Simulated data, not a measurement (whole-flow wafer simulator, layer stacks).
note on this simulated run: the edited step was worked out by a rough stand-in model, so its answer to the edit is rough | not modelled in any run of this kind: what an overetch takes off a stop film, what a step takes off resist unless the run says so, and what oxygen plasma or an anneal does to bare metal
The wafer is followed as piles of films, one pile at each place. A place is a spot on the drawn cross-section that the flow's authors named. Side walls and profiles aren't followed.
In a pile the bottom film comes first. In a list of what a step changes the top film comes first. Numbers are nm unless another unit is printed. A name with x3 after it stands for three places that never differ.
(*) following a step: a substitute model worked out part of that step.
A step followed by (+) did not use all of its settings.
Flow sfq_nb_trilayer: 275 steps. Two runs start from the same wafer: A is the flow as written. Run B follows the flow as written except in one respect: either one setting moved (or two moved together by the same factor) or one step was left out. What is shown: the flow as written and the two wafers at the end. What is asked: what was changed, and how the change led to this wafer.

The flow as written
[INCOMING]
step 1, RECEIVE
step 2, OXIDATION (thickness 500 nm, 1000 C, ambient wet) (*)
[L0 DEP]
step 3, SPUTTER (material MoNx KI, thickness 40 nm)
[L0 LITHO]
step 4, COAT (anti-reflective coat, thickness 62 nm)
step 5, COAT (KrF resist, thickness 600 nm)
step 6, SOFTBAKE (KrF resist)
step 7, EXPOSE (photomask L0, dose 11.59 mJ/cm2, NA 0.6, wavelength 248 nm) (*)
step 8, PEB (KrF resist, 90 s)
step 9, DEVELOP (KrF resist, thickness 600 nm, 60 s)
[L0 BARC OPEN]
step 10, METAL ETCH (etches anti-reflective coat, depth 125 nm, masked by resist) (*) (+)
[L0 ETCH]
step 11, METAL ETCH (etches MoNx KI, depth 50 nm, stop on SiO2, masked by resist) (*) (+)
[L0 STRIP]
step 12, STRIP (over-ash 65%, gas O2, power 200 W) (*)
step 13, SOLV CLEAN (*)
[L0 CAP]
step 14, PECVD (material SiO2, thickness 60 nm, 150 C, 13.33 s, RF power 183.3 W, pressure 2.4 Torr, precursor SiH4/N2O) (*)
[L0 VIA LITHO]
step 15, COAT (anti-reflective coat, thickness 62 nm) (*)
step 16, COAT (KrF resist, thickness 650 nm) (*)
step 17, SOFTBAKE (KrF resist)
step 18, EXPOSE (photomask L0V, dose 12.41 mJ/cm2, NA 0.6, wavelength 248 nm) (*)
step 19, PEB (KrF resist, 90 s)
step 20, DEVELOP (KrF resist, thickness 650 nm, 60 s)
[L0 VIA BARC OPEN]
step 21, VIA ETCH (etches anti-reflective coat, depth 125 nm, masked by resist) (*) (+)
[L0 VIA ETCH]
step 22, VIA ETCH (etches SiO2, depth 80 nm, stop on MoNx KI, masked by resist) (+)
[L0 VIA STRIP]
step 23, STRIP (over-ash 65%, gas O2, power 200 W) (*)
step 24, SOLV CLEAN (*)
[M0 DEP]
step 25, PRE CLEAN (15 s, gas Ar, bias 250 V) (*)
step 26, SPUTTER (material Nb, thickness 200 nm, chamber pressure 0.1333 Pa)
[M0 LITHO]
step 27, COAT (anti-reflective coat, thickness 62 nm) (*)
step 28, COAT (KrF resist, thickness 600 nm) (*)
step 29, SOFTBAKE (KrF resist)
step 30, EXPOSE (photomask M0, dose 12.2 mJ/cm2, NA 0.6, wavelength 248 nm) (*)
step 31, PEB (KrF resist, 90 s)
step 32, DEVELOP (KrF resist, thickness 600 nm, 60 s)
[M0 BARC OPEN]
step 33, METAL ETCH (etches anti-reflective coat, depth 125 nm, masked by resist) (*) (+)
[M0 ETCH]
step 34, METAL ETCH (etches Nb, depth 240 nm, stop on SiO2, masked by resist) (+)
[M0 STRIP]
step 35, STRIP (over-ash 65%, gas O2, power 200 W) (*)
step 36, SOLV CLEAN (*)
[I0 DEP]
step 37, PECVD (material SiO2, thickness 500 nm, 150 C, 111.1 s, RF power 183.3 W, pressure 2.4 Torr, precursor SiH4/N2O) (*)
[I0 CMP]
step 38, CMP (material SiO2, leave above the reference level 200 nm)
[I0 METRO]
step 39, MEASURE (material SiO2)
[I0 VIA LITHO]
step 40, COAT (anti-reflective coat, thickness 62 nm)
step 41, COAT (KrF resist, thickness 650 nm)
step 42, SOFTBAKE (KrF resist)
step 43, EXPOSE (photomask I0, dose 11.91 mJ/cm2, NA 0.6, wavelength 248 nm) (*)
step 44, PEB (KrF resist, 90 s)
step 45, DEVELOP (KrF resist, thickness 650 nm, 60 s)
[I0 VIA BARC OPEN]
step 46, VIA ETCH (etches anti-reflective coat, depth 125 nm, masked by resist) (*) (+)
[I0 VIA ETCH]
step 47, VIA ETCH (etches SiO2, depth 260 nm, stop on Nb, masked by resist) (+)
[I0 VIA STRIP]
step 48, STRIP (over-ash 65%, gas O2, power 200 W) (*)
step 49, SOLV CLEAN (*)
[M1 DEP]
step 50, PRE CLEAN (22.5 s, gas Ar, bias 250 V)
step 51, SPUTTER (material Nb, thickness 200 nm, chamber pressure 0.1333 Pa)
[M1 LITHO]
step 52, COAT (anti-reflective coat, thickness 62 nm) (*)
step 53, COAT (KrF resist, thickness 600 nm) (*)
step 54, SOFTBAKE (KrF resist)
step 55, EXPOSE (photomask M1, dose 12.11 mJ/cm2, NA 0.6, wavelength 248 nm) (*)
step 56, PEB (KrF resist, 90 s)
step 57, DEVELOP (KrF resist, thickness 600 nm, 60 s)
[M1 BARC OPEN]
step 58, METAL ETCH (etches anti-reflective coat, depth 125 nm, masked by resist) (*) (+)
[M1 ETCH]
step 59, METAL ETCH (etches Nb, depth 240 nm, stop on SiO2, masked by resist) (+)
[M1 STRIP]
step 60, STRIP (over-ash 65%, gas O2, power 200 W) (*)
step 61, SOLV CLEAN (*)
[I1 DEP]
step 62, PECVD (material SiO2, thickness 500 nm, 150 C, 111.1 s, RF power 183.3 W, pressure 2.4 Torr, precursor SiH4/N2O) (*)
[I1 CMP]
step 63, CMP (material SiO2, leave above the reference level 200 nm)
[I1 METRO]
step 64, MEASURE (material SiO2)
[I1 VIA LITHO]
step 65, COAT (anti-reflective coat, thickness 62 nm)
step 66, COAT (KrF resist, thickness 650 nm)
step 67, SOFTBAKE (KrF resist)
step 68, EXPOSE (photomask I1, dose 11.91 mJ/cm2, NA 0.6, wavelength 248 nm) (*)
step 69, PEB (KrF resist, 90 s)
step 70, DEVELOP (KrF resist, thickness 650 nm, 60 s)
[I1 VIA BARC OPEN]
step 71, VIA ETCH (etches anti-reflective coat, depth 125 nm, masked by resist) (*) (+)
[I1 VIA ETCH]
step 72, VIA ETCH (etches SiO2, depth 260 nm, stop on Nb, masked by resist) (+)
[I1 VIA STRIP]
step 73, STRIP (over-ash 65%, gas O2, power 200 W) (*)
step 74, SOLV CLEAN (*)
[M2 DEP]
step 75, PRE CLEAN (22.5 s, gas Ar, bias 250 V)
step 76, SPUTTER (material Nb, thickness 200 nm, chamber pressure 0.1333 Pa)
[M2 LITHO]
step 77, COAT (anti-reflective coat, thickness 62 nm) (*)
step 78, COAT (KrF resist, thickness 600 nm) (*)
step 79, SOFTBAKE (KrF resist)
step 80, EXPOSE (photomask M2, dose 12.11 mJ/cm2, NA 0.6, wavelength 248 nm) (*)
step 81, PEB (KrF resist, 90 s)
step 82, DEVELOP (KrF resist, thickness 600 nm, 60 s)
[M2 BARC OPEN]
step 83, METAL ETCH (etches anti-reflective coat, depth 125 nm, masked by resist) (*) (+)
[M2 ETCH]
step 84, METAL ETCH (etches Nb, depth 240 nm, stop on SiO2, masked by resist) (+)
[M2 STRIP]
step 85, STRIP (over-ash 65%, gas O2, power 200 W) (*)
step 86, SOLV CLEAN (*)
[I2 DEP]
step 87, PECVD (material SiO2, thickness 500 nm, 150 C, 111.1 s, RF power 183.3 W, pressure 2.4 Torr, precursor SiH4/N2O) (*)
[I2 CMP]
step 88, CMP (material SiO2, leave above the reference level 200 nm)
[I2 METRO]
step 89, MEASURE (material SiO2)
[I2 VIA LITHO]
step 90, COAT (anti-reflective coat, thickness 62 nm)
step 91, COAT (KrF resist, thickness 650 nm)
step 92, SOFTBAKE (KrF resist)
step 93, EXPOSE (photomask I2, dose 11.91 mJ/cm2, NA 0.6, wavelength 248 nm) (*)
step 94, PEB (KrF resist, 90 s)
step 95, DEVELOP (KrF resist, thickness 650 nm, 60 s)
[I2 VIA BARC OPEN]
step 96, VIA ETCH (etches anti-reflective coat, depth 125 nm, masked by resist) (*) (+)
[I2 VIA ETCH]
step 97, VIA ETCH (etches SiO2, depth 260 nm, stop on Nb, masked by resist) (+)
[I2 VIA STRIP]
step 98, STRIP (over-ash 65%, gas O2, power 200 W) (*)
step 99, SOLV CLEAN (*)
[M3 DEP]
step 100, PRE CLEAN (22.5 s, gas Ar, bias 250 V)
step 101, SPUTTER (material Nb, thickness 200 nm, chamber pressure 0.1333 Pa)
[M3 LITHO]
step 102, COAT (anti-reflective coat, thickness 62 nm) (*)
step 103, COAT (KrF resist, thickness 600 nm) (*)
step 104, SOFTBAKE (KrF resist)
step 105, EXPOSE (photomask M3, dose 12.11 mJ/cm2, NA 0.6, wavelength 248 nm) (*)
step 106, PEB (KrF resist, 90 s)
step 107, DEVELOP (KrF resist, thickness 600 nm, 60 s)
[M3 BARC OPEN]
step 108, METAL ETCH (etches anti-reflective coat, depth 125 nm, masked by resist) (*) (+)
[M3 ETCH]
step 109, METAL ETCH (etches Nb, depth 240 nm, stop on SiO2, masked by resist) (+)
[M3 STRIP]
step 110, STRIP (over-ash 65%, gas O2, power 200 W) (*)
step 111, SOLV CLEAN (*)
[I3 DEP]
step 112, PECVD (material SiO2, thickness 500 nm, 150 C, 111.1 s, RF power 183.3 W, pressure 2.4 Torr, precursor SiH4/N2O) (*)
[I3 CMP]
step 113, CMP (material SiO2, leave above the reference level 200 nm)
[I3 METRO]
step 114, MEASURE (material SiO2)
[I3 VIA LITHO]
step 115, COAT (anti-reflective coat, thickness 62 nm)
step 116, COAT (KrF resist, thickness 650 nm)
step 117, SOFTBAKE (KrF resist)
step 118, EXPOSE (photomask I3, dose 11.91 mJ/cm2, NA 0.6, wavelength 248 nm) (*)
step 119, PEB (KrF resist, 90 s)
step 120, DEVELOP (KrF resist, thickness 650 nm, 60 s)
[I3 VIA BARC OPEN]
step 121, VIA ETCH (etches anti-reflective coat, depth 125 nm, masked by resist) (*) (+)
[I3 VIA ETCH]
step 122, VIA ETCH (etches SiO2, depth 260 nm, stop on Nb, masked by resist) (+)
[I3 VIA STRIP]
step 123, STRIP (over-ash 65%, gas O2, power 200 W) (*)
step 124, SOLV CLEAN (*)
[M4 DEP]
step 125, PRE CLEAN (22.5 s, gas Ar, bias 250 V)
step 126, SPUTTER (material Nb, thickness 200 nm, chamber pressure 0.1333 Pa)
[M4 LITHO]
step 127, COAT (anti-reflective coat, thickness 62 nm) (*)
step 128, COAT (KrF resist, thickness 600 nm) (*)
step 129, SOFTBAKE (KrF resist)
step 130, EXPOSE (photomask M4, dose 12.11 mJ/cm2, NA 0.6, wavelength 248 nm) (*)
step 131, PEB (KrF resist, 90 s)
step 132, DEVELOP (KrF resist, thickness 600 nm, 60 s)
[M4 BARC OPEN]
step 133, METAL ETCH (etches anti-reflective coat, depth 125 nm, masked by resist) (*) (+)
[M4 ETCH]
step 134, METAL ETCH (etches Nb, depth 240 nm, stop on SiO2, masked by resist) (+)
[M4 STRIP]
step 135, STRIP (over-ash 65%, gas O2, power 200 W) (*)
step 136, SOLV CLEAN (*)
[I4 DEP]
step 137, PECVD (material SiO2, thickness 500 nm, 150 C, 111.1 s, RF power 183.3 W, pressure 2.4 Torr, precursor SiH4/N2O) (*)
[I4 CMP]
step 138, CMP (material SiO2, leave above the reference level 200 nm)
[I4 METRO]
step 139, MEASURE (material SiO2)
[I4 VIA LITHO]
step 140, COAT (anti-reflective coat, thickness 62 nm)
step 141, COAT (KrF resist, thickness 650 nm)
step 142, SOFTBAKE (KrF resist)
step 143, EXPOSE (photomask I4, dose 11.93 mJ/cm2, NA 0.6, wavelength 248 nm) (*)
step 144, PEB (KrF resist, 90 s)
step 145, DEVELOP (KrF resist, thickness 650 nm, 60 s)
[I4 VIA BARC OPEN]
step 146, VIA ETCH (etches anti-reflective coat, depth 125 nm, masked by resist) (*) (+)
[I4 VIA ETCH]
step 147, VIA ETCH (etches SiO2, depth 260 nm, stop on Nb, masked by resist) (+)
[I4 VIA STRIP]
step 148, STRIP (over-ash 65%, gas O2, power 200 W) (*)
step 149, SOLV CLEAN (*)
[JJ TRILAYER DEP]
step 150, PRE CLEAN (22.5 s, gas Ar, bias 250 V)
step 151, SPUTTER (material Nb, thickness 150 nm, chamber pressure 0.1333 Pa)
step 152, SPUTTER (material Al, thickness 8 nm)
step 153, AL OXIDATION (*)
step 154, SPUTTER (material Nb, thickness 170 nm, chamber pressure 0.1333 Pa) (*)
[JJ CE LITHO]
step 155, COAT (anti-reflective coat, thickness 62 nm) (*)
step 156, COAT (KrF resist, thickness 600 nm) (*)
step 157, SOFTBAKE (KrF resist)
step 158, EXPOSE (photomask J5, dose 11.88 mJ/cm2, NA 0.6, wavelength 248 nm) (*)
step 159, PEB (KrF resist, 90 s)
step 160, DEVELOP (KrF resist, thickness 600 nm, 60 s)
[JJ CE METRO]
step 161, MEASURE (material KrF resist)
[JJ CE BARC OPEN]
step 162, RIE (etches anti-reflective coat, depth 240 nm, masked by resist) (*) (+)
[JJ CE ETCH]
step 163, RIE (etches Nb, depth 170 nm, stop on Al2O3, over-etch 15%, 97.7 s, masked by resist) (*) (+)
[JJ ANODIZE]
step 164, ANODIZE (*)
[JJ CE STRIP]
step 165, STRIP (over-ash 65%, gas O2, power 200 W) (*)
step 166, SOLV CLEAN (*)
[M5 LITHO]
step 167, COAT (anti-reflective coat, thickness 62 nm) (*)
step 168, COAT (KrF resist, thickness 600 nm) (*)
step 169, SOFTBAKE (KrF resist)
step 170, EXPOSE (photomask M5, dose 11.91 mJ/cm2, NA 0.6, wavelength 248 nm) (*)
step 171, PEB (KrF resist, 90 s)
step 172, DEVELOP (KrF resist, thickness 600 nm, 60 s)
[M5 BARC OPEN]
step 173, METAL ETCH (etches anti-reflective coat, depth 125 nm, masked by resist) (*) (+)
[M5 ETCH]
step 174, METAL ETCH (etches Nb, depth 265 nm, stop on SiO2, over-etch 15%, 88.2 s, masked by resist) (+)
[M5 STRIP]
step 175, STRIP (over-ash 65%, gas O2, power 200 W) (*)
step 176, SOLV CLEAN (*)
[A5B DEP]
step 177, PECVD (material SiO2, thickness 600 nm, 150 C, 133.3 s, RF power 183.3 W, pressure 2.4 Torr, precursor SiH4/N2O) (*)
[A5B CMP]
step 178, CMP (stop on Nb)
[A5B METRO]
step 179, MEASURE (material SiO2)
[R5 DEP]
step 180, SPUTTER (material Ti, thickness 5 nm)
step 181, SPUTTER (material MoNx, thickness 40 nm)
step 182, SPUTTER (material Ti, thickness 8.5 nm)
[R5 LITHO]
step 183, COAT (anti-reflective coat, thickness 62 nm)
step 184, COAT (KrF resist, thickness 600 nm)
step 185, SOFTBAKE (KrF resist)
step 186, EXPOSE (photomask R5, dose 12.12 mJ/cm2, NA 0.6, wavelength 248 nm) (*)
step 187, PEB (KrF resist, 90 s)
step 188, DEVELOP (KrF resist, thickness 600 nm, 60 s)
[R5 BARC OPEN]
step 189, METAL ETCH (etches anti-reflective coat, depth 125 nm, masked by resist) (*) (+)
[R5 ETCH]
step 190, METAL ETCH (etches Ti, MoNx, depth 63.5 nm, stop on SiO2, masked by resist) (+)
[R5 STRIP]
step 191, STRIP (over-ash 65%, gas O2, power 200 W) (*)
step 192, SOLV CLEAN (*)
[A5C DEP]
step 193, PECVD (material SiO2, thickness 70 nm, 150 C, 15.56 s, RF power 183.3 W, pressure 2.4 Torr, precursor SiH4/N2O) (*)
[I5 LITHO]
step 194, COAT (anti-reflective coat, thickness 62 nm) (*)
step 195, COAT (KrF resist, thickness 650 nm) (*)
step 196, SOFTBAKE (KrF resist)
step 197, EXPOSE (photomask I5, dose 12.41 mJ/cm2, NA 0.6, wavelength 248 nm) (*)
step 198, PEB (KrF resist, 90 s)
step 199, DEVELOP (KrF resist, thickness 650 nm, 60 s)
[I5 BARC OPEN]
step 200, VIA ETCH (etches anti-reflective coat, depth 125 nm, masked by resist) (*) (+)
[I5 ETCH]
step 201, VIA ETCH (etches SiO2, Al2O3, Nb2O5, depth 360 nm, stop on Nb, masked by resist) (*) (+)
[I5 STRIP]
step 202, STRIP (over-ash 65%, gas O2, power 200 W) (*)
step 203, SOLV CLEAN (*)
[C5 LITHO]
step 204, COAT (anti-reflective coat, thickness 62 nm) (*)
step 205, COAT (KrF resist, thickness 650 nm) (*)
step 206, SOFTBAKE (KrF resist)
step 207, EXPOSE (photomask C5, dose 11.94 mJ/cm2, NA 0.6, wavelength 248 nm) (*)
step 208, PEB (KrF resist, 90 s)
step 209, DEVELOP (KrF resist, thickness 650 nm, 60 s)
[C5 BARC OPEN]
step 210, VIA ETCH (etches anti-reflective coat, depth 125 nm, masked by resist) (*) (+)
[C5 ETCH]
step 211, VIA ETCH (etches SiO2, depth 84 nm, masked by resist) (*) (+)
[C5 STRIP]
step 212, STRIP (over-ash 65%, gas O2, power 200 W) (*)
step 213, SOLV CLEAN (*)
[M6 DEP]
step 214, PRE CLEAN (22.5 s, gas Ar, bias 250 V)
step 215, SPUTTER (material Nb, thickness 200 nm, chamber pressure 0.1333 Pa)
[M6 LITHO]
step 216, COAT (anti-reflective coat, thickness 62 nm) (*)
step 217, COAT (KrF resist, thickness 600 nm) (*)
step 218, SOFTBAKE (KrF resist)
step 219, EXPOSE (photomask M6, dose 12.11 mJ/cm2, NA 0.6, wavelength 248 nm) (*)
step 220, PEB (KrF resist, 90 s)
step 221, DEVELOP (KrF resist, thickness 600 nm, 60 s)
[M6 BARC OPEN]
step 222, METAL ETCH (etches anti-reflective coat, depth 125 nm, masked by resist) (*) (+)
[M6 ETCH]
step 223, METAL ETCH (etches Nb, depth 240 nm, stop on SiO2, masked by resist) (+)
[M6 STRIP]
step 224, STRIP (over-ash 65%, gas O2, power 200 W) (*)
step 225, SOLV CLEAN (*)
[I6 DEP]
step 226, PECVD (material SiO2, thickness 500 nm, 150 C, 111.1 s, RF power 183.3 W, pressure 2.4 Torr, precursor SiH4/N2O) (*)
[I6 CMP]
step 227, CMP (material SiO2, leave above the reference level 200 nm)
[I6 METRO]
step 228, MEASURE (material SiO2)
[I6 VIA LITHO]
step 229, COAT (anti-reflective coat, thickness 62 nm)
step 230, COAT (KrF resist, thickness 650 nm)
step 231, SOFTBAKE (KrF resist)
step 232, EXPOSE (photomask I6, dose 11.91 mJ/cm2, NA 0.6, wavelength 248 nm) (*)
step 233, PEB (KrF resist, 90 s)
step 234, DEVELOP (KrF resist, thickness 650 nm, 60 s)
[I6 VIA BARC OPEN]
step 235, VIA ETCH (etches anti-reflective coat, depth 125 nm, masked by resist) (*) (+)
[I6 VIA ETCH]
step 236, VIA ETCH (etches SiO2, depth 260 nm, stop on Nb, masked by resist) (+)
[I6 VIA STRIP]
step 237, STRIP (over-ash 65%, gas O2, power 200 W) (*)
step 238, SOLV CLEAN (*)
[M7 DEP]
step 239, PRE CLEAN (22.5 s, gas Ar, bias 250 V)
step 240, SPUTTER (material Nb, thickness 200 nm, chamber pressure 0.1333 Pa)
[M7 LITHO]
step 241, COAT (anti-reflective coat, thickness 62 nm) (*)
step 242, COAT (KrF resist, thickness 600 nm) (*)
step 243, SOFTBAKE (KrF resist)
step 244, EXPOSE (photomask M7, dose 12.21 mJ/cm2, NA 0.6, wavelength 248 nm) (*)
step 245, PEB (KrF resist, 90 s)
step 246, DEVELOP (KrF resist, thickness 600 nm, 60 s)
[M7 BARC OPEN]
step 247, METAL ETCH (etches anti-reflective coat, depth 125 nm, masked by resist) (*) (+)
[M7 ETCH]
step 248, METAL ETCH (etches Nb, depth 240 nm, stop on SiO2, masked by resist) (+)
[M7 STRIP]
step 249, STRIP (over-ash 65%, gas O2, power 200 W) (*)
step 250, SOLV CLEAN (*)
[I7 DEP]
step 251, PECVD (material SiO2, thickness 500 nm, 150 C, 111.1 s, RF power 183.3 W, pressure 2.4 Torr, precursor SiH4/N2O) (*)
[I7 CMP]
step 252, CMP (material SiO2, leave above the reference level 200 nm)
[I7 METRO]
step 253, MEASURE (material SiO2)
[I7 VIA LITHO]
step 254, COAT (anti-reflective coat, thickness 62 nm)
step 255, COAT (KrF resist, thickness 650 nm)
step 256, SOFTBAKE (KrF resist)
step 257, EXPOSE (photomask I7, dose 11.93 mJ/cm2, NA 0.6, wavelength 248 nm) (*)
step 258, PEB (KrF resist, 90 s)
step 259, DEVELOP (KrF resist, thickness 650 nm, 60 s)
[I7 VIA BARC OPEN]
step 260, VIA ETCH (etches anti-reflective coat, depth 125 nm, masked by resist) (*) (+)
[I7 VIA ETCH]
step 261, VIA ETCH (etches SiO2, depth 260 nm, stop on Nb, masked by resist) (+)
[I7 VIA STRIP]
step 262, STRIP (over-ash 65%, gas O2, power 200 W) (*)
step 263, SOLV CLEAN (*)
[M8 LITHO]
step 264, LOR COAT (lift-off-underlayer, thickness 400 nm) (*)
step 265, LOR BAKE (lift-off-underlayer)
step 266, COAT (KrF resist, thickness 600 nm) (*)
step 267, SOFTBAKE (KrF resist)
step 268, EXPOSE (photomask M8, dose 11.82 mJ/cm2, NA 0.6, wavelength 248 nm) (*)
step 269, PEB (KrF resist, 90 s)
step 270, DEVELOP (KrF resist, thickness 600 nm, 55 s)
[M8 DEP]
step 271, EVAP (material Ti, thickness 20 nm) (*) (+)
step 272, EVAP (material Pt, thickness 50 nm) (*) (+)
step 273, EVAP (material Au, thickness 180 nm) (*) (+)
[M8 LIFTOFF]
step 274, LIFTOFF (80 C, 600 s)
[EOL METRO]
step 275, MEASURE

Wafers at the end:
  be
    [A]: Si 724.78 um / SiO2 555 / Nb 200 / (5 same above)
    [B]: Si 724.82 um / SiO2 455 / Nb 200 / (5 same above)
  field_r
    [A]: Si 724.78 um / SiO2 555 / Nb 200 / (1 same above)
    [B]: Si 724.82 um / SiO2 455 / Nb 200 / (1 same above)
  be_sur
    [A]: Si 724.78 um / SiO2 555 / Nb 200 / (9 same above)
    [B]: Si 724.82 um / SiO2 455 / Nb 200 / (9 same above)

Cause: step 2, OXIDATION: thickness 400 nm was run, though the flow has thickness 500 nm.

Step by step, how the change led to this:
  step 2, OXIDATION (thickness 500 nm, 1000 C, ambient wet) (*)
      field_l, v_sur, via_wl and 103 more: A +500 SiO2 (new film), -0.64 chemical SiO2 (all of it), -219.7 Si | B +400 SiO2 (new film), -0.64 chemical SiO2 (all of it), -175.7 Si
